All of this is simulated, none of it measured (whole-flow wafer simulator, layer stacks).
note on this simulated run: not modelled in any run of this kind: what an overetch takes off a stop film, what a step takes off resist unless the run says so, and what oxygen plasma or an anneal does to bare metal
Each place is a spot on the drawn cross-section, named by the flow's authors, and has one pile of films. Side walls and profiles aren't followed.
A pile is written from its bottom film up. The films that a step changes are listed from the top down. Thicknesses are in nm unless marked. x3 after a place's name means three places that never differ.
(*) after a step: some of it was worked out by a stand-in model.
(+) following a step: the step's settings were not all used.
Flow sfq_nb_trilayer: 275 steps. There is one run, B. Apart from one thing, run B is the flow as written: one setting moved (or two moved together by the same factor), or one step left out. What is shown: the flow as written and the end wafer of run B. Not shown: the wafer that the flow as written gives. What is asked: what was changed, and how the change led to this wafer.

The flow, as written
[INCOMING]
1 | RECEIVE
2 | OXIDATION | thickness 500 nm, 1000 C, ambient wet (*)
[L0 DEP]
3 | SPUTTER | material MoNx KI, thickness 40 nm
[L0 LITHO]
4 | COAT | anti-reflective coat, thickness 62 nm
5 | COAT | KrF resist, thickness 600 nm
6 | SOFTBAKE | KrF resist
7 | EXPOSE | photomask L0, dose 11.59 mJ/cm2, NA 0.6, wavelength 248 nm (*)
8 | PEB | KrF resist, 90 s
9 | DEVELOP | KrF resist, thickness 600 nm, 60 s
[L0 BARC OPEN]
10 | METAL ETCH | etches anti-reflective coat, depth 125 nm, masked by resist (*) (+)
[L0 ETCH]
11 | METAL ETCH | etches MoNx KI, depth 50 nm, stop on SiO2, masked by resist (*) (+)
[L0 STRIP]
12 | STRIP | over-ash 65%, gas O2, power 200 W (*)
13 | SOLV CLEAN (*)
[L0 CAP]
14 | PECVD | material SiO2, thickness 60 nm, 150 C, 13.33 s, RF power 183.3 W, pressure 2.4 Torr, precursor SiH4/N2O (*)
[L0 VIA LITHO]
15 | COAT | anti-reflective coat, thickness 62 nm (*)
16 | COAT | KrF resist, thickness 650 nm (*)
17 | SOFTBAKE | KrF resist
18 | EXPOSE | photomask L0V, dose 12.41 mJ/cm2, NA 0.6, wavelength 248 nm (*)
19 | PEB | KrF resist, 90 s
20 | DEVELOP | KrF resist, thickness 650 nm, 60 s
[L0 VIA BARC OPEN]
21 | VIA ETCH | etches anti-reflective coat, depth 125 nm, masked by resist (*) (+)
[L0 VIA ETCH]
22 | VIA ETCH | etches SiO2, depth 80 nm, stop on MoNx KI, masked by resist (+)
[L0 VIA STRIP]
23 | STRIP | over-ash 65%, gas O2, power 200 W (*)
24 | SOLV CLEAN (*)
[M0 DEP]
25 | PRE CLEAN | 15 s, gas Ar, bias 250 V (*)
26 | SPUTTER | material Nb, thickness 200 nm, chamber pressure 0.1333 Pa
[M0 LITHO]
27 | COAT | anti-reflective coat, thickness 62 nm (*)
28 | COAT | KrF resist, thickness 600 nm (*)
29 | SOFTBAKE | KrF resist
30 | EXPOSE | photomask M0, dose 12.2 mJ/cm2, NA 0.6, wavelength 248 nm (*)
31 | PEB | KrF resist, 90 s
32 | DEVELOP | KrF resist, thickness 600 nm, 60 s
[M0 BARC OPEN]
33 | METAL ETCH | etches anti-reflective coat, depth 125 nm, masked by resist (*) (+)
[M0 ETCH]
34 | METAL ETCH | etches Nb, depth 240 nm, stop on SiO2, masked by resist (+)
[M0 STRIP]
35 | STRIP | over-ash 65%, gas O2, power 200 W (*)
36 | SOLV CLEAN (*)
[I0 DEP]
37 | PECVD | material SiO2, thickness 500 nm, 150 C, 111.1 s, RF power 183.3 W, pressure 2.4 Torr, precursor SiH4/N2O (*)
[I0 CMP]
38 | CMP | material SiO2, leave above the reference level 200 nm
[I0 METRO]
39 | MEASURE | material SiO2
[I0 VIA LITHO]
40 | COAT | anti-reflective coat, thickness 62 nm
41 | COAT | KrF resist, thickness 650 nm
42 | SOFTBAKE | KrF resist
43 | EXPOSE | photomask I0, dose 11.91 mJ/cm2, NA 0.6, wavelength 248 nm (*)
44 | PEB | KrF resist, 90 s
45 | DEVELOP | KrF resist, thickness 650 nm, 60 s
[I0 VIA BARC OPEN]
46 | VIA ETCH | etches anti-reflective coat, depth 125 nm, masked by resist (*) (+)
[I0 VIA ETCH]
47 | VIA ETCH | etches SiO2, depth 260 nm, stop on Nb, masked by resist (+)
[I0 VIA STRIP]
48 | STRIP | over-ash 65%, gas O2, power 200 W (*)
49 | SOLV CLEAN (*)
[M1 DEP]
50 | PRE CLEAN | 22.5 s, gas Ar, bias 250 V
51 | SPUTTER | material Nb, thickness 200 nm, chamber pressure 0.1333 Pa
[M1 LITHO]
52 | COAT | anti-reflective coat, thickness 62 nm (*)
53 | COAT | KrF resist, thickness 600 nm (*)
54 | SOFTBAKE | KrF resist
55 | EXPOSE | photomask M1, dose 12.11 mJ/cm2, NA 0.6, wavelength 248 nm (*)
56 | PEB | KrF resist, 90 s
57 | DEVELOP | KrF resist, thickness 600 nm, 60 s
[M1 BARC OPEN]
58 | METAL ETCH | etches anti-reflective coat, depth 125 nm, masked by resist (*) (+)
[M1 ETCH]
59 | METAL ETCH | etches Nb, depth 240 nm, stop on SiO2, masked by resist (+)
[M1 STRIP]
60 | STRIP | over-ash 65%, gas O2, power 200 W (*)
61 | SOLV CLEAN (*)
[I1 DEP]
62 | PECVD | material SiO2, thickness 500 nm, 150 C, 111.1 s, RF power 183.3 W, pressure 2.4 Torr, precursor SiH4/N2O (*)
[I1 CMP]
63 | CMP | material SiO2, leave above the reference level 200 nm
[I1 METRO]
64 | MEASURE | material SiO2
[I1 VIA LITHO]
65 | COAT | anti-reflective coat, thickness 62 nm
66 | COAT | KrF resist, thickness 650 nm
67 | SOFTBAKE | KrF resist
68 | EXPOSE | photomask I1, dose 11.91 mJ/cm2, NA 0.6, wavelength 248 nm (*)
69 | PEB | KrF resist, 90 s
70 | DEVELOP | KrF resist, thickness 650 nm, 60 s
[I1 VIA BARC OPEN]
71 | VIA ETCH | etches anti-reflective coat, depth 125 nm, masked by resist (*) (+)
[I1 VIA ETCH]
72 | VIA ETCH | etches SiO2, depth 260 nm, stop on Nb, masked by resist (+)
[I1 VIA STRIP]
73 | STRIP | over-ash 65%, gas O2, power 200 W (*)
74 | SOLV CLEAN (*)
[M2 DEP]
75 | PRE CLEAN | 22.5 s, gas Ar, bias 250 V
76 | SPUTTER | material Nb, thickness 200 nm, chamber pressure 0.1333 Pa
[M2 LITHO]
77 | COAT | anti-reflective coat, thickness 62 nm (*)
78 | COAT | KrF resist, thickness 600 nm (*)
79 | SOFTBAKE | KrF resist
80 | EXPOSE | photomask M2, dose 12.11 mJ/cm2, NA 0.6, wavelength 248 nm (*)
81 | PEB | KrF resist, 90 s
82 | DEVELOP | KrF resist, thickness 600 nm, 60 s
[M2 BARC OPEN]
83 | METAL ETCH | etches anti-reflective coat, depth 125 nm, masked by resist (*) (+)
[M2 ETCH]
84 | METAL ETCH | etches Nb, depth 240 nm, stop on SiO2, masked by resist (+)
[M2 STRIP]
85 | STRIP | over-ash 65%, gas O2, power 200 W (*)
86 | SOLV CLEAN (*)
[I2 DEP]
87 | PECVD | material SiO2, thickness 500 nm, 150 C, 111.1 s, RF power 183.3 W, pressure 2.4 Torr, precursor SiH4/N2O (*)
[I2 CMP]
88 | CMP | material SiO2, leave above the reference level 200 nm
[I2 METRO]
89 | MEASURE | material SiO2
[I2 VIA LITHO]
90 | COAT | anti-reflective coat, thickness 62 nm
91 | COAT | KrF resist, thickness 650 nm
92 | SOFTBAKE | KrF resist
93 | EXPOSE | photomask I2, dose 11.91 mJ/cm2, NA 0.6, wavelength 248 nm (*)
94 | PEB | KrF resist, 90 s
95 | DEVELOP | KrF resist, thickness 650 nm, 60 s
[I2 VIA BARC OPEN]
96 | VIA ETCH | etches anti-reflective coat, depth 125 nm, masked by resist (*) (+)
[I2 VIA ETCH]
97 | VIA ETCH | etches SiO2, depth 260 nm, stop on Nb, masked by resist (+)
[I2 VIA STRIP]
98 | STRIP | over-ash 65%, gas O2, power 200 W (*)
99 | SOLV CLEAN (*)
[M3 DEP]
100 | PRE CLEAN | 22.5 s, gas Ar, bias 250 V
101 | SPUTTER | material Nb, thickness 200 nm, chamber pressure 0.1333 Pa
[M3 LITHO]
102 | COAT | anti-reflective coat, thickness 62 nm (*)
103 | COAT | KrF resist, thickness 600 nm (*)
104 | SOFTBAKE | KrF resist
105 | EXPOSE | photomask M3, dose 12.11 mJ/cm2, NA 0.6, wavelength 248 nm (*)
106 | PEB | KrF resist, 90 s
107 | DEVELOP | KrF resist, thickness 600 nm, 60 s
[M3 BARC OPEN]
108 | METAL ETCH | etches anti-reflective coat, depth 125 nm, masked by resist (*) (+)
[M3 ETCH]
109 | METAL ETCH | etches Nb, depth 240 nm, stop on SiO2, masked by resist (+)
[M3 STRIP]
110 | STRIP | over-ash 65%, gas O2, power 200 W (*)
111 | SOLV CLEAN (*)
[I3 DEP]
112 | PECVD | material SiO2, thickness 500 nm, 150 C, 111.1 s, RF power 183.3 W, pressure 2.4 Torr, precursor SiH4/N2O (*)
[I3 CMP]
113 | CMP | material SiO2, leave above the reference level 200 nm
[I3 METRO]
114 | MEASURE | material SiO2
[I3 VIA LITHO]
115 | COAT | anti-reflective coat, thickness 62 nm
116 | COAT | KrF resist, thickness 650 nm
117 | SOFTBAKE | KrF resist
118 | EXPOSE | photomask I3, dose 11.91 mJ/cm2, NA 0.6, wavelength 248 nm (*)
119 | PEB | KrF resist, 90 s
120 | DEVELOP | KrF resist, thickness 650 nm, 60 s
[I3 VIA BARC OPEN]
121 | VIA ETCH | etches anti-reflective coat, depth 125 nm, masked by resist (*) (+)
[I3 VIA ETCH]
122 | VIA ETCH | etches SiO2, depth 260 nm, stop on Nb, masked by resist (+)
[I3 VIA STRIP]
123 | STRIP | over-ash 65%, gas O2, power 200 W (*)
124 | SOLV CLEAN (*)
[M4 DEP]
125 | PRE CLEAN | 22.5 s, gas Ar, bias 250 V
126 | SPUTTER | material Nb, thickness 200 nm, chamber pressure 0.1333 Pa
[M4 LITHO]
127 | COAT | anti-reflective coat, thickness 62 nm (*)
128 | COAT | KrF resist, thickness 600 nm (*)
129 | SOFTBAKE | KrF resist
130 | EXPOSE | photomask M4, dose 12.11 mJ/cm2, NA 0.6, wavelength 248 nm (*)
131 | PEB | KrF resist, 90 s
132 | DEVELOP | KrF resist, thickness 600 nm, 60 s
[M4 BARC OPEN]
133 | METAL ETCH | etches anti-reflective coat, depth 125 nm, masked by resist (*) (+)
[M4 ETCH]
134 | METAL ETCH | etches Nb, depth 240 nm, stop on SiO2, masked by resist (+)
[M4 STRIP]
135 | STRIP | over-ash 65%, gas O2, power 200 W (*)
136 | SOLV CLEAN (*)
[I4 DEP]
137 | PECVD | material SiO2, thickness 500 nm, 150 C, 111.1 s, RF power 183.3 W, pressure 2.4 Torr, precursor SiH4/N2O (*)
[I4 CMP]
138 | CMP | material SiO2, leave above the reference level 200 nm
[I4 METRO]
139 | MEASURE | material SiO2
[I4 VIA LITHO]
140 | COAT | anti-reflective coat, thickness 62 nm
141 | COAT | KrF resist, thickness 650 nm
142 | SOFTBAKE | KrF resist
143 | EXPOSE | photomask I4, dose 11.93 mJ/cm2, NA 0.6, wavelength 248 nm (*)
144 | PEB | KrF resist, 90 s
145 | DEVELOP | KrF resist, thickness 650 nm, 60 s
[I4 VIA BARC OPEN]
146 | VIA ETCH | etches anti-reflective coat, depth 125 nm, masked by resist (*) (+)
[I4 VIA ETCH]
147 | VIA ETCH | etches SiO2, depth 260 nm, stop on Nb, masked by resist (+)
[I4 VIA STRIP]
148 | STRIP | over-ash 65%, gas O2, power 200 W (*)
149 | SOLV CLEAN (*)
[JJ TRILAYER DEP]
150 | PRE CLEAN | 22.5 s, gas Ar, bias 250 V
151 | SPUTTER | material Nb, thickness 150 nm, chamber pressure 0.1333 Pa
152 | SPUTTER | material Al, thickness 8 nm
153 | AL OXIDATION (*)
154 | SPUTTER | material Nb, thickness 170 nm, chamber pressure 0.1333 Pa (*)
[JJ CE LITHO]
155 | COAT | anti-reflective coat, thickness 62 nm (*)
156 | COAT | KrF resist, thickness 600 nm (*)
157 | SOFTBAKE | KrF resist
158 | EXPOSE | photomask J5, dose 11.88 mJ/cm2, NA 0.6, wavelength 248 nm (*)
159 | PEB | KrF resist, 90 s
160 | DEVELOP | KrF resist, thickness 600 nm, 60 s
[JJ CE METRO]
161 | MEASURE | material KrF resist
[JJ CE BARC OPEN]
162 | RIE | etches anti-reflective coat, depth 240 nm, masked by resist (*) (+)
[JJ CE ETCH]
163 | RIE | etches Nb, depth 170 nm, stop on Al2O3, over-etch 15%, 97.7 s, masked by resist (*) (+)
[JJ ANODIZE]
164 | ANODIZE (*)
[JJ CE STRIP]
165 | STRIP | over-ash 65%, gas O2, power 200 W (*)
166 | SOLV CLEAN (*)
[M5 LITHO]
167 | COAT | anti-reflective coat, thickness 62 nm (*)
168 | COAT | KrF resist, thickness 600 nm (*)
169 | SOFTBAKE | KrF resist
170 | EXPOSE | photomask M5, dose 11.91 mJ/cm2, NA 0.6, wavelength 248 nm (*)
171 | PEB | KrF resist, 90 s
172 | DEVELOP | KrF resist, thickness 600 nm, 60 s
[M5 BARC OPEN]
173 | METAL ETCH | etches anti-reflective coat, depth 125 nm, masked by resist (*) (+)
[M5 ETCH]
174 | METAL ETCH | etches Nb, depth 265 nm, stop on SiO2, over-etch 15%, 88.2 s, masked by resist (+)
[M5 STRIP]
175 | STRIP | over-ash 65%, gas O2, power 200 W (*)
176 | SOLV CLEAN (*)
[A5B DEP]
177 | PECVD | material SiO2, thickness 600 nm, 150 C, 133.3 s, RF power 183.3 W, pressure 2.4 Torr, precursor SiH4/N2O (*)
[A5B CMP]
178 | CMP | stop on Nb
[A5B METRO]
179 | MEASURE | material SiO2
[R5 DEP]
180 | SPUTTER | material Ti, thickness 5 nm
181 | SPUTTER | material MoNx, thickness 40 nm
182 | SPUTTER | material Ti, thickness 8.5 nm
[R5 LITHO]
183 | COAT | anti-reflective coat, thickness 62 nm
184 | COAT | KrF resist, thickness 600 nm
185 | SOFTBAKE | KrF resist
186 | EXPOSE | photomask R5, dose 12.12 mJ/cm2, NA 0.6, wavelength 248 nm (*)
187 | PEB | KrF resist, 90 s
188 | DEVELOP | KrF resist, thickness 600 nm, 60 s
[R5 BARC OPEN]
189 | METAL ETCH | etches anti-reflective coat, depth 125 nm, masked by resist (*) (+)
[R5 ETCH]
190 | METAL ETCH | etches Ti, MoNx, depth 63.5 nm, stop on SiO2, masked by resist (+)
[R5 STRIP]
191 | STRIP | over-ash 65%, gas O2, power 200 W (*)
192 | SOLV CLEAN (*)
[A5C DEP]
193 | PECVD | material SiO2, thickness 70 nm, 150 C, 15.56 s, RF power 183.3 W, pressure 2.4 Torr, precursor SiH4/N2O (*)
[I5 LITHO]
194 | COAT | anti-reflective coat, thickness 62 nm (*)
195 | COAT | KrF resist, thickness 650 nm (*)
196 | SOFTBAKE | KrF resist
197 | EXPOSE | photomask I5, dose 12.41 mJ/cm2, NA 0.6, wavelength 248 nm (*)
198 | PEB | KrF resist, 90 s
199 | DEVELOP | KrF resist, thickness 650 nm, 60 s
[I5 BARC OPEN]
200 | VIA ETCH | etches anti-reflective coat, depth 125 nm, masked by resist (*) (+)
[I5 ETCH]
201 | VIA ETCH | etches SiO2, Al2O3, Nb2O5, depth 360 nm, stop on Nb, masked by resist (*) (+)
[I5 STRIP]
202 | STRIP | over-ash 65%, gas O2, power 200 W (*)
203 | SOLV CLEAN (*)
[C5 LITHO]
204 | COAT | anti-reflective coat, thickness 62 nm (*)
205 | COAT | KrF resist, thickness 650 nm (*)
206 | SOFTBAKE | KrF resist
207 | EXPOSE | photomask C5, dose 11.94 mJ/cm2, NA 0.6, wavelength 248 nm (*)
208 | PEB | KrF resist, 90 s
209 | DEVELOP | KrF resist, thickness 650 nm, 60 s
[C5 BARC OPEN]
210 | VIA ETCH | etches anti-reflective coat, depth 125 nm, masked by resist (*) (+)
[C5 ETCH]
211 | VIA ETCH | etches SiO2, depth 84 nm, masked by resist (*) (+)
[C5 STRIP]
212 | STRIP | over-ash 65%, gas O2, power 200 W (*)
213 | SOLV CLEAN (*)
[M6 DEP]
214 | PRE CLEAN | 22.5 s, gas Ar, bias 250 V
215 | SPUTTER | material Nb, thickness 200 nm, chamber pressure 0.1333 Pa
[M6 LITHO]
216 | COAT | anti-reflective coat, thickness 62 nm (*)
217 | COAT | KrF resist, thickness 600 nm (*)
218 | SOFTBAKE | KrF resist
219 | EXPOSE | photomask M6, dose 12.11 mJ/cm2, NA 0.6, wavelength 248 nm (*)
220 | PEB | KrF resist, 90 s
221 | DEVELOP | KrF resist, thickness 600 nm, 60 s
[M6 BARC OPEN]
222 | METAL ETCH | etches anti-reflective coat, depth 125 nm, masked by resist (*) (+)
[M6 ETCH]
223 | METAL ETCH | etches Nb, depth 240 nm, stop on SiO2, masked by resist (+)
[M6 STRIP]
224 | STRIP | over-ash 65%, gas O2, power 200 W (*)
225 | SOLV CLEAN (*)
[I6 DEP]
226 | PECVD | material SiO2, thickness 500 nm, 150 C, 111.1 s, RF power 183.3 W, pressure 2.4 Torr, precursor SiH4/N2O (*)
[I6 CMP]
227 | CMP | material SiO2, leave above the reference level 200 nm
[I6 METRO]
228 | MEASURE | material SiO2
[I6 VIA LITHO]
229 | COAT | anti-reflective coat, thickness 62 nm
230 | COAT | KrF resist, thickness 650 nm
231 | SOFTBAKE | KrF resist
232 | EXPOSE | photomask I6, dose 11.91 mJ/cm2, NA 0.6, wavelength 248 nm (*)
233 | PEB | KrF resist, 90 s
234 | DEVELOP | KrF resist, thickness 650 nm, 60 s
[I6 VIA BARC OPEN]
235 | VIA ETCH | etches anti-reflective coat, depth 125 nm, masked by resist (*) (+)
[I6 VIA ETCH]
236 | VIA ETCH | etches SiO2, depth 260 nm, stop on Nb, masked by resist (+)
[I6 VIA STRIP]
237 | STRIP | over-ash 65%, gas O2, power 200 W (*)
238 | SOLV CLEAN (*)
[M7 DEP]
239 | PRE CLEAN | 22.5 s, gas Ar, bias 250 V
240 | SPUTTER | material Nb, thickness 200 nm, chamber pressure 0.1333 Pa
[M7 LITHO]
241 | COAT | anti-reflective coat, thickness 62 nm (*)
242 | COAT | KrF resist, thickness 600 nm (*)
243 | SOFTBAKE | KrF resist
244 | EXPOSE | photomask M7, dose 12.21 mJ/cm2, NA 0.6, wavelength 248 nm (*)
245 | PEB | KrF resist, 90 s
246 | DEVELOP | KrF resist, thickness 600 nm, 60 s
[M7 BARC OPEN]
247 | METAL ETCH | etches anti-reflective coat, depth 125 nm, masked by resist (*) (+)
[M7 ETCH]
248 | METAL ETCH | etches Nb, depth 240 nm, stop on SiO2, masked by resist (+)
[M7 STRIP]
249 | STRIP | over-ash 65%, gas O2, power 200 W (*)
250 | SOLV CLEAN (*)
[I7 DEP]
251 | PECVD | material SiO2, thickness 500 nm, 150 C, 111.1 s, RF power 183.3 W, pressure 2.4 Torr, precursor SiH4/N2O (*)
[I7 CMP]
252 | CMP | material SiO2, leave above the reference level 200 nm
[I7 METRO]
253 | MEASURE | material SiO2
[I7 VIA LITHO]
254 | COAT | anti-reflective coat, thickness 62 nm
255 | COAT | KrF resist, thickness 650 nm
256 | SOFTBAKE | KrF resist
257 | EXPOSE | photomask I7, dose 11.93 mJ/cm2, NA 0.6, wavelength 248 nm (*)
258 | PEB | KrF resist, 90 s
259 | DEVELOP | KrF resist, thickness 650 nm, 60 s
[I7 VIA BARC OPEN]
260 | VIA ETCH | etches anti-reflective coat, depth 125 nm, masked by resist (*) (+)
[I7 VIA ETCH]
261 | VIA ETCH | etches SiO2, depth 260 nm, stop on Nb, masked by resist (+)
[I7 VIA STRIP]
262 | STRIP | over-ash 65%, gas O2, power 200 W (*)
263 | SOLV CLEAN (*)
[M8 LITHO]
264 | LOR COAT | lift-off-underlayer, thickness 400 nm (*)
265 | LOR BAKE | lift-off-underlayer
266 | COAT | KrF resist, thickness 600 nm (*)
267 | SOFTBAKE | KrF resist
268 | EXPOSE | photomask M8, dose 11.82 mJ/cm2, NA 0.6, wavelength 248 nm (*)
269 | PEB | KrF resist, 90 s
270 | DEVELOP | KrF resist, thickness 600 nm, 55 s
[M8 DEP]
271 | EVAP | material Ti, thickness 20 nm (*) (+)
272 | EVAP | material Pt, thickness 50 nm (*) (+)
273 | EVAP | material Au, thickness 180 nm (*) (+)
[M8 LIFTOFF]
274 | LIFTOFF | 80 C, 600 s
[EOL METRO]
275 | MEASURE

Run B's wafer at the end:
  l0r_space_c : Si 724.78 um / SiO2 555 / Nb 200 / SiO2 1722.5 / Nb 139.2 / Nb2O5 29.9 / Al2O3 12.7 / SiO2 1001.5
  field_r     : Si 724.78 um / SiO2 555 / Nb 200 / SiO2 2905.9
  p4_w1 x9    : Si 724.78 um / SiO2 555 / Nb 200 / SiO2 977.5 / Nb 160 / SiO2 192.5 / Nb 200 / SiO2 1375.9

What caused this: step 101, SPUTTER: thickness 160 nm was run, while the flow as written has thickness 200 nm.
The wafer itself shows it: p4_w1 x9 has Nb 160, and step 101 as written asks for 200 nm.

Step by step, how the change led to this:
  101 | SPUTTER | material Nb, thickness 200 nm, chamber pressure 0.1333 Pa
      field_l, v_sur, via_wl and 102 more: Nb gains 160 (new film) (in the flow as written it would be: Nb gains 200 (new film))
      via_w: Nb gains 132.2 (in the flow as written it would be: Nb gains 165.5)
  109 | METAL ETCH | etches Nb, depth 240 nm, stop on SiO2, masked by resist (+)
      field_l, be, be_sur and 72 more: Nb loses 160 (all of it) (in the flow as written it would be: Nb loses 200 (all of it))
  112 | PECVD | material SiO2, thickness 500 nm, 150 C, 111.1 s, RF power 183.3 W, pressure 2.4 Torr, precursor SiH4/N2O (*)
      p4_g1 x2, p3_s0 x6: SiO2 gains 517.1 (in the flow as written it would be: SiO2 gains 557.1)
  113 | CMP | material SiO2, leave above the reference level 200 nm
      field_l, be, be_sur and 64 more: SiO2 loses 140 (in the flow as written it would be: SiO2 loses 100)
      via_w: SiO2 loses 177.6 (in the flow as written it would be: SiO2 loses 181.6)
